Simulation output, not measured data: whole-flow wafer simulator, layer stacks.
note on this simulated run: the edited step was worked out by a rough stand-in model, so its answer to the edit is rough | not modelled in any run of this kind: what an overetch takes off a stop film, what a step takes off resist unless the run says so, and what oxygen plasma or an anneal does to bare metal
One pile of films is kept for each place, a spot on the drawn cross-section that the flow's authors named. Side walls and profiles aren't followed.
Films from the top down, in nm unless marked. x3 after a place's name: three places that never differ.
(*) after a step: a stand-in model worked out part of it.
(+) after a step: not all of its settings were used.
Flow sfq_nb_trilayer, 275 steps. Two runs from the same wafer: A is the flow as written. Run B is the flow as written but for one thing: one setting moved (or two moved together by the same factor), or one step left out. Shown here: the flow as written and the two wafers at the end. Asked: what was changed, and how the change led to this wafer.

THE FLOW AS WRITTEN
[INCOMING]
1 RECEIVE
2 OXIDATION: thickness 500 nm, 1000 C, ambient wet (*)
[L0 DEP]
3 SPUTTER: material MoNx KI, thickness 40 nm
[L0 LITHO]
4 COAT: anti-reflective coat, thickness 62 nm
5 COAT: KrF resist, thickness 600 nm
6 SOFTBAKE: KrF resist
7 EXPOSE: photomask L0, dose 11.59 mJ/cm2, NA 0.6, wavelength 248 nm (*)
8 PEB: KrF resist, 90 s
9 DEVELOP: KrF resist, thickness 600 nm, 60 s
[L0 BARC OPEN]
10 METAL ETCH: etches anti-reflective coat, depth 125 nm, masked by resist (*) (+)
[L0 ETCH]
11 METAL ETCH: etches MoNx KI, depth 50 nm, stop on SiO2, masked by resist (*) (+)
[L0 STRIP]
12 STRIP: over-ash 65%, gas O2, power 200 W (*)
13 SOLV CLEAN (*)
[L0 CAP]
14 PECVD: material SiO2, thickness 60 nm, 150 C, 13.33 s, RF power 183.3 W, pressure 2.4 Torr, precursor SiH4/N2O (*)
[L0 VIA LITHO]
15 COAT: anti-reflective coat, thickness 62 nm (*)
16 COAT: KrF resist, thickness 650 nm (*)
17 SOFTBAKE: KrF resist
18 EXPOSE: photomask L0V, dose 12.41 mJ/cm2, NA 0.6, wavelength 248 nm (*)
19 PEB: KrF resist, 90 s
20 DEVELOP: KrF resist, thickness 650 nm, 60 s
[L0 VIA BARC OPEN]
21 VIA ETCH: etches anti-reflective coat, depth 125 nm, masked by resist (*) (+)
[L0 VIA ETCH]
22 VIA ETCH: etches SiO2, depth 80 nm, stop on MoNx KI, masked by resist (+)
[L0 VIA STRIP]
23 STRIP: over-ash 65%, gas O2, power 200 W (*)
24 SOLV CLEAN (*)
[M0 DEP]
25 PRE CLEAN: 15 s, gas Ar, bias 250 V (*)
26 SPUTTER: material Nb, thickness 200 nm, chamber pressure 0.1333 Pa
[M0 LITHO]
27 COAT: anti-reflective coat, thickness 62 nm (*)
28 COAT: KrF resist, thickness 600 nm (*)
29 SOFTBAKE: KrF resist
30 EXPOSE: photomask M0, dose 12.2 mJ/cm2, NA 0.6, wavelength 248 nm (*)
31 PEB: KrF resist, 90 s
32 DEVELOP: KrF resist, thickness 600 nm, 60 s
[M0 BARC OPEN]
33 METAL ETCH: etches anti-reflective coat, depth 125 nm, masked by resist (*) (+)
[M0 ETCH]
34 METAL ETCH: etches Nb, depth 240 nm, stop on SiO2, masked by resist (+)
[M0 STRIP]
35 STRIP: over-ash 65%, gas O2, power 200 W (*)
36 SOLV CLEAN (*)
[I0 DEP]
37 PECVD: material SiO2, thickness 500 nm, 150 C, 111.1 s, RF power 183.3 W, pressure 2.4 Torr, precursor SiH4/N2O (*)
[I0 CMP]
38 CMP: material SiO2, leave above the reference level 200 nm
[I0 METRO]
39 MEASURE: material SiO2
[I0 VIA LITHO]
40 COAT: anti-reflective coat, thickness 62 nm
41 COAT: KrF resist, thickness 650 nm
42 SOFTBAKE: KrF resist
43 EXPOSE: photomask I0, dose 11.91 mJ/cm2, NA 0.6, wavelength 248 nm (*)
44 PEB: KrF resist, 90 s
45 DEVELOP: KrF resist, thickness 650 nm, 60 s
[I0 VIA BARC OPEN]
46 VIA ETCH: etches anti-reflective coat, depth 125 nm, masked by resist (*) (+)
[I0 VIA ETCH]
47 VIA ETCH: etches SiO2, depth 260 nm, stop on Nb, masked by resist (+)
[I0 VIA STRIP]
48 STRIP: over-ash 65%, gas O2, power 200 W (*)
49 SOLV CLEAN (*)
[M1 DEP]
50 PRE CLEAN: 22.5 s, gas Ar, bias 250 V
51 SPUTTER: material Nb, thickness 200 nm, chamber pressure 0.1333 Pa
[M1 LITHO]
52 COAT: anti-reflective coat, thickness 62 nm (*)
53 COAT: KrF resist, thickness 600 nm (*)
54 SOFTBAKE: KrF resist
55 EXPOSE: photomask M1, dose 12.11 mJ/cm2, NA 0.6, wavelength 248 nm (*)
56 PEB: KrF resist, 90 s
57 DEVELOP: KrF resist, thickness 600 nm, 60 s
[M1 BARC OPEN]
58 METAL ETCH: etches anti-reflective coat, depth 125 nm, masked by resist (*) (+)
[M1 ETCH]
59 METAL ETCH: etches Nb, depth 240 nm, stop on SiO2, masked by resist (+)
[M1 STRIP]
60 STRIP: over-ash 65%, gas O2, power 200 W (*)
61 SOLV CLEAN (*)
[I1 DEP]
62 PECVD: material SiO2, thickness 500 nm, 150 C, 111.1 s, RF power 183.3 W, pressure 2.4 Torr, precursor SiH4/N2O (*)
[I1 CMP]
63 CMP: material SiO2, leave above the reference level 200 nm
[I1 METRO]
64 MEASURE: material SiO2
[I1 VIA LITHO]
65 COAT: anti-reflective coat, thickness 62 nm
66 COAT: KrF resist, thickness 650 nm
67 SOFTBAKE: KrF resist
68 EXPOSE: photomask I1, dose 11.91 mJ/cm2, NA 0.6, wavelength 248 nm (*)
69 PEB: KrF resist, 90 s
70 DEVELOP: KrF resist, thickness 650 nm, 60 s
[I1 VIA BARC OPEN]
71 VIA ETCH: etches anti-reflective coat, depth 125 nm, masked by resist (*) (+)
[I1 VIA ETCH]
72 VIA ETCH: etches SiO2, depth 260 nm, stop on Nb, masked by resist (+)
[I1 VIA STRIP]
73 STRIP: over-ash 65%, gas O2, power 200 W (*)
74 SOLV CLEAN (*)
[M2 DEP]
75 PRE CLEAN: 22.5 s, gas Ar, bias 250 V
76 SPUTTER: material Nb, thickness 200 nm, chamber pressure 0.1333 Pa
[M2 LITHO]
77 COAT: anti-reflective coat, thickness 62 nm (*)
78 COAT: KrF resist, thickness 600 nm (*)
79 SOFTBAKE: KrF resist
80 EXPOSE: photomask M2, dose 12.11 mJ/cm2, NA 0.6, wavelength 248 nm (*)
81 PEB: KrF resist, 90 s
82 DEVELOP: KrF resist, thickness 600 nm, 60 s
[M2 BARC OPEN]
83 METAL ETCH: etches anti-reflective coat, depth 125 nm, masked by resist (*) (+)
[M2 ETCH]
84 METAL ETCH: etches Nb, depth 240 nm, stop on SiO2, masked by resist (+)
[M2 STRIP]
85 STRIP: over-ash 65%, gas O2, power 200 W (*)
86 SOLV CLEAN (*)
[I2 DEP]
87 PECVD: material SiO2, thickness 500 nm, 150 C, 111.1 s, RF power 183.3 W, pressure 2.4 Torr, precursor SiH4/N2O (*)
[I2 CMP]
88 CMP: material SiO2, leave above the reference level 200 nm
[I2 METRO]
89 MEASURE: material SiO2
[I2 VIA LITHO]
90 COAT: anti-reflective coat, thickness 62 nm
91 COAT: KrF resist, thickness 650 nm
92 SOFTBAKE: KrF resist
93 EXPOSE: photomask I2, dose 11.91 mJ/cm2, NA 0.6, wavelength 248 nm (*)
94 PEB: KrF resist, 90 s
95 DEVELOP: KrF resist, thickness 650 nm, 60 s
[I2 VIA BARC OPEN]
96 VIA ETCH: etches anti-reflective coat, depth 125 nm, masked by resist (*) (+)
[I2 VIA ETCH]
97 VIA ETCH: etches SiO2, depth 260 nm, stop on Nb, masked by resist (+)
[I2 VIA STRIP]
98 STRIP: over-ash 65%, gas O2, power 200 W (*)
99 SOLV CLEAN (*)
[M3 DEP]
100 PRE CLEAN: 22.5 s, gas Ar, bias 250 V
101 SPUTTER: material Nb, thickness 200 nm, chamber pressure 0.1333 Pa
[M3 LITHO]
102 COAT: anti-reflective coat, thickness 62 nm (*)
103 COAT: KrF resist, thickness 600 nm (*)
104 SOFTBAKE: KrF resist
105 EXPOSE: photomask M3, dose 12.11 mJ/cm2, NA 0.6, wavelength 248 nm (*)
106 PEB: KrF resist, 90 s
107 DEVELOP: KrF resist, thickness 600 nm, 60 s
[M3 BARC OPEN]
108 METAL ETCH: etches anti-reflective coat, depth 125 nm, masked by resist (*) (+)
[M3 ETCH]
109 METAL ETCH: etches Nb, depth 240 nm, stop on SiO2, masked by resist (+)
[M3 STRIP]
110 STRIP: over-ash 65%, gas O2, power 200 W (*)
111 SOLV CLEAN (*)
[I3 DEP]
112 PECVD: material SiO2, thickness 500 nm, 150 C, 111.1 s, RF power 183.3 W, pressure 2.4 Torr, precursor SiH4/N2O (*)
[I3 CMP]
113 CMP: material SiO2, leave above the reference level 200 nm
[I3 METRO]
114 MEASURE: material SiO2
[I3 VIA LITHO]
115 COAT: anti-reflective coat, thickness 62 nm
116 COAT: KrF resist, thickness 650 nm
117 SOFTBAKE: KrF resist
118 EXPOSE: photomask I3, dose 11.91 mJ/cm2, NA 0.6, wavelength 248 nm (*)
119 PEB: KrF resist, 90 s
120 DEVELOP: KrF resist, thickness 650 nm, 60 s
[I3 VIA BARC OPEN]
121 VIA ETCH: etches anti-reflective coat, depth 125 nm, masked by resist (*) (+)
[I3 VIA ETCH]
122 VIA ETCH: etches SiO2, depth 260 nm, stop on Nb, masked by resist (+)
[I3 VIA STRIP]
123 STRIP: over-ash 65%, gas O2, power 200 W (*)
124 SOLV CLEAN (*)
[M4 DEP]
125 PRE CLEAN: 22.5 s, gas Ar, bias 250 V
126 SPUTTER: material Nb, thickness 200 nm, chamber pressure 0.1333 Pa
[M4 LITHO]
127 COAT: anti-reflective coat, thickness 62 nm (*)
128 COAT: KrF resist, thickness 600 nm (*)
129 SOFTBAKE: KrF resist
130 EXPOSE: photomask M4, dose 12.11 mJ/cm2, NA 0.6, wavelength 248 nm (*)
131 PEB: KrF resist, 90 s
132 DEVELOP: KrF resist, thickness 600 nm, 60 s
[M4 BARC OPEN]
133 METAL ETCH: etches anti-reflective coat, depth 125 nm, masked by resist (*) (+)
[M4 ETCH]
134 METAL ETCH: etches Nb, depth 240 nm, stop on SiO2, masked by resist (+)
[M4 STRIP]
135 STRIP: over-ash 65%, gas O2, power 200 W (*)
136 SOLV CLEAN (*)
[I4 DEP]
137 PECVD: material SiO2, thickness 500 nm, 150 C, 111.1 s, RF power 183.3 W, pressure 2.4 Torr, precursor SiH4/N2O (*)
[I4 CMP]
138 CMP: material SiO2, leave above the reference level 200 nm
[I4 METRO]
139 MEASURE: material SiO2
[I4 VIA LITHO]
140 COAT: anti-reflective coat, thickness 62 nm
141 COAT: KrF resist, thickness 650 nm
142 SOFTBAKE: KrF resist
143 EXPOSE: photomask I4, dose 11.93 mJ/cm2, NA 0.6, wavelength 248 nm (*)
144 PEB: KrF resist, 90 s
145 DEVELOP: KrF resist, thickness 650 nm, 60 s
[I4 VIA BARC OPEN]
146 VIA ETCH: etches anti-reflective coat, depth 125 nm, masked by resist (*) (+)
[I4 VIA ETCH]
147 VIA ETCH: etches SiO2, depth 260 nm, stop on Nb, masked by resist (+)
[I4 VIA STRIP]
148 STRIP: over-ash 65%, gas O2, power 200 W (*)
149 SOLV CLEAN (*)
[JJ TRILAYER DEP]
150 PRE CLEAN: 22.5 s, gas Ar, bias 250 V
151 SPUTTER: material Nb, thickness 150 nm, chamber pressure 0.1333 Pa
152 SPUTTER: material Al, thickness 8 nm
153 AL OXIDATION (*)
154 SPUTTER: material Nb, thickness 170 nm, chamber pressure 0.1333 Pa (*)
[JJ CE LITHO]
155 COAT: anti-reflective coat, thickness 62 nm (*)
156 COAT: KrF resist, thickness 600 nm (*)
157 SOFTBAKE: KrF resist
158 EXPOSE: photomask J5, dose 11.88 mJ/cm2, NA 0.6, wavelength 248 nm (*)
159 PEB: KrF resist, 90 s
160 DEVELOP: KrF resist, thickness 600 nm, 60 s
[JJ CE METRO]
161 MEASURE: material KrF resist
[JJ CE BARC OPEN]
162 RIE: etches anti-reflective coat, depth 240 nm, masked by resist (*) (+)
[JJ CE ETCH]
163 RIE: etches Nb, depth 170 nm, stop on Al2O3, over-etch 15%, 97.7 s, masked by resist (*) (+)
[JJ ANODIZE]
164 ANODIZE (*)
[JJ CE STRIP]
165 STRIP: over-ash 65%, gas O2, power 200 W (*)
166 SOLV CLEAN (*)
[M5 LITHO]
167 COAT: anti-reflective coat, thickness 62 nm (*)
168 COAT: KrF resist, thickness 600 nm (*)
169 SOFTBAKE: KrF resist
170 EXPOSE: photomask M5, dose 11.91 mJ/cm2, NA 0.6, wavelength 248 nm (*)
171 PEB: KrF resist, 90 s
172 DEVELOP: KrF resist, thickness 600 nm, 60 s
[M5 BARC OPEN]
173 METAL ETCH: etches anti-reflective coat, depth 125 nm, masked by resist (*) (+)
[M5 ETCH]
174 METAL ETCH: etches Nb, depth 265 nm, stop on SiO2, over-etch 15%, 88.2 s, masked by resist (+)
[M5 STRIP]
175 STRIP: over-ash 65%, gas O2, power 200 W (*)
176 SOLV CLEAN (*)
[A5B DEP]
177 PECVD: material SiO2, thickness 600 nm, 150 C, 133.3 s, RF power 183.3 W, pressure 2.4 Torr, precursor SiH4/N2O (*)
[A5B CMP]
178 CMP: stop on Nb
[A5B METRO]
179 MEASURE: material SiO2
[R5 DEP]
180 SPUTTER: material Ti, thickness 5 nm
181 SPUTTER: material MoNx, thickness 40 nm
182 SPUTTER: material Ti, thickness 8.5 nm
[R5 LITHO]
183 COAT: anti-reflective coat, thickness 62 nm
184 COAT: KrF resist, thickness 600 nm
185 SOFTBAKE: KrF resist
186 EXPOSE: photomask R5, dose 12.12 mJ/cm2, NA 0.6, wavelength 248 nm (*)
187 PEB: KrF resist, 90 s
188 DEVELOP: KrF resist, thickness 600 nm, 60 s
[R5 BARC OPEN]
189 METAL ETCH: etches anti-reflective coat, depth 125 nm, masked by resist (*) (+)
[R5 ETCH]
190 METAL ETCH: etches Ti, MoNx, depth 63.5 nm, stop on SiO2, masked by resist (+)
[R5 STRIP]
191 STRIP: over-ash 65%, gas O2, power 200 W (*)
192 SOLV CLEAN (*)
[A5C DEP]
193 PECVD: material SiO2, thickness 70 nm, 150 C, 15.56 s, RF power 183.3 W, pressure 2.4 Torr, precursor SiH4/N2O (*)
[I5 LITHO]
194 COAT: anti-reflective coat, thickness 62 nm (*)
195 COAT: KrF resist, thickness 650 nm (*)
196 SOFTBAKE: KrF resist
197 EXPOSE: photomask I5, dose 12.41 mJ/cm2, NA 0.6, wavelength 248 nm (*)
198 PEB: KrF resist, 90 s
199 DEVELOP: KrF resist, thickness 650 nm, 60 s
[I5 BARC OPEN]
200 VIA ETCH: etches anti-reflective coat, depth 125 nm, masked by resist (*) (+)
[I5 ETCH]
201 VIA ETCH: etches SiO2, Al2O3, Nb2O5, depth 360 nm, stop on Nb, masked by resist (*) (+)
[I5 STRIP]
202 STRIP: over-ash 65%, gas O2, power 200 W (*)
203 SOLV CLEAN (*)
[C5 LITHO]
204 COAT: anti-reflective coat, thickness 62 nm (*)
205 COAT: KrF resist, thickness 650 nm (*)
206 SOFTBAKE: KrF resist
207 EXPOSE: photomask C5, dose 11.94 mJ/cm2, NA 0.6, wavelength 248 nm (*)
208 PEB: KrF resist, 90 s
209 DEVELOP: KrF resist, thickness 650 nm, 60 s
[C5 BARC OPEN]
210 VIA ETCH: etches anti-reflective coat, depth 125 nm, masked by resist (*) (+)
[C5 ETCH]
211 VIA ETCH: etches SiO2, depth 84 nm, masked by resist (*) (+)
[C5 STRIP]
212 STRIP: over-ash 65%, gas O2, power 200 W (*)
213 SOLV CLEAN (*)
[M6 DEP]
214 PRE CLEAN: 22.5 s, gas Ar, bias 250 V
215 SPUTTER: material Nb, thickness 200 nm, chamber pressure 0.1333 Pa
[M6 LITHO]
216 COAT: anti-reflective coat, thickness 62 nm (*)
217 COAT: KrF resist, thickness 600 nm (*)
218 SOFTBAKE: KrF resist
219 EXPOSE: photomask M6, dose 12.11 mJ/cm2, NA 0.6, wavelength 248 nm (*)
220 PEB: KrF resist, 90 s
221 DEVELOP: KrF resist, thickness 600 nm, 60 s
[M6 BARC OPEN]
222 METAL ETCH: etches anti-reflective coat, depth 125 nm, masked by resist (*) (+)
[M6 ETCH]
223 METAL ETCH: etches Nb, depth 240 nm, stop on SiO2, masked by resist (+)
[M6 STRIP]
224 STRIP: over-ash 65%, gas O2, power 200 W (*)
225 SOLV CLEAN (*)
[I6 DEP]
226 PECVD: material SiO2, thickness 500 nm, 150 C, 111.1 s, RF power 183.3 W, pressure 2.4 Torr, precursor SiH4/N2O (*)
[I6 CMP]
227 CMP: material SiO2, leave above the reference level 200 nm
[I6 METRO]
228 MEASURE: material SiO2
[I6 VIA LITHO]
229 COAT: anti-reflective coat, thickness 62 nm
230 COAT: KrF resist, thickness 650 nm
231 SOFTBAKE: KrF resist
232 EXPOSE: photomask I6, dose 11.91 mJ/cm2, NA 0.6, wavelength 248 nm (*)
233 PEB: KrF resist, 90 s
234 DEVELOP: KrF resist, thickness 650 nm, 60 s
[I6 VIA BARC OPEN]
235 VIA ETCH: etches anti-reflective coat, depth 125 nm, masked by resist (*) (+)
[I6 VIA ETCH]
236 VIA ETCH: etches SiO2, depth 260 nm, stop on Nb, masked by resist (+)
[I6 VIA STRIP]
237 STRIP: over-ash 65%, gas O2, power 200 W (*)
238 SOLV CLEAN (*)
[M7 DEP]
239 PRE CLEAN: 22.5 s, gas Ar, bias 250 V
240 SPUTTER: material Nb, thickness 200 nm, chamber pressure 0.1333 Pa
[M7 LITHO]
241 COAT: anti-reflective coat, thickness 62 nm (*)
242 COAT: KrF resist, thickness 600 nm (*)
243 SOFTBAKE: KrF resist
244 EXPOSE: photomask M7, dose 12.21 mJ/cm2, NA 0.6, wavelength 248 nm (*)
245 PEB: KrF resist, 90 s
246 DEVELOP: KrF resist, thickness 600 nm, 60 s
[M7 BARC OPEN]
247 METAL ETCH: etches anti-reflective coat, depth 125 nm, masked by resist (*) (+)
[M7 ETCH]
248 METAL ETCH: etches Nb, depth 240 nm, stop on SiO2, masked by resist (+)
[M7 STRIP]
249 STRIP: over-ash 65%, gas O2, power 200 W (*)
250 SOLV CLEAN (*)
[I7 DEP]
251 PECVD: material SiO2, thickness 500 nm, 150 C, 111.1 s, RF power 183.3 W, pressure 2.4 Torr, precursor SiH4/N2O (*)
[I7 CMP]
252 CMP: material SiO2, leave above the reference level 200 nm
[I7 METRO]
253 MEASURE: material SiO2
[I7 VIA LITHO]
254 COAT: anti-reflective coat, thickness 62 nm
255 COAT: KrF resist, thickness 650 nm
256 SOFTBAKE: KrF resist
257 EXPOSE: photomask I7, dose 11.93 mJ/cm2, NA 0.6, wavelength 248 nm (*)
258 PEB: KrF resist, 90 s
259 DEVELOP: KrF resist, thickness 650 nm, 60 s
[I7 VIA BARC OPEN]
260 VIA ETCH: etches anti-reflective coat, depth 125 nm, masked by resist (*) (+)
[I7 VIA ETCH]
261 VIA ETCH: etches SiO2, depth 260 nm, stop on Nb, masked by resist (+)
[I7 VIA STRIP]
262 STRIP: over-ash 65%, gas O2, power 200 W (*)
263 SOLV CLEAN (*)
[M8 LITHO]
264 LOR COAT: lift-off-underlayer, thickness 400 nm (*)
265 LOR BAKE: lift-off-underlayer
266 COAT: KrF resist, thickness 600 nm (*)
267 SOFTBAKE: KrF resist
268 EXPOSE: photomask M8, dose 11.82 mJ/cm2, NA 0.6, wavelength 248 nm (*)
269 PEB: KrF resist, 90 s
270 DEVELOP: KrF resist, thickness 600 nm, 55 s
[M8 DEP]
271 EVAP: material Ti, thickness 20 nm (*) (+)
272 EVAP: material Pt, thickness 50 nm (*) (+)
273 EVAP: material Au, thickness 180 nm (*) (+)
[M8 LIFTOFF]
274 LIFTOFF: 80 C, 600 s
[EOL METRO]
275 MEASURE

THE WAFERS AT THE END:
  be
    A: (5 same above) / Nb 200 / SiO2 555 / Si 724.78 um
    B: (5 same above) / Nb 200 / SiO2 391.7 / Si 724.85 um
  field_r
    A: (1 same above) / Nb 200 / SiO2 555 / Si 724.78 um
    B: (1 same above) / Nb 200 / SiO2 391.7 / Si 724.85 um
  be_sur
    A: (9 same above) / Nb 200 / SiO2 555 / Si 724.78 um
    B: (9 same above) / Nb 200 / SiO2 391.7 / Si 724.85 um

The cause: step 2, OXIDATION: 950 C was run, where the flow has 1000 C.

How the change led to this, step by step:
  2 OXIDATION: thickness 500 nm, 1000 C, ambient wet (*)
      field_l, v_sur, via_wl and 103 more: A SiO2 +500 (new film), chemical SiO2 -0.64 (all of it), Si -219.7 | B SiO2 +336.7 (new film), chemical SiO2 -0.64 (all of it), Si -147.9
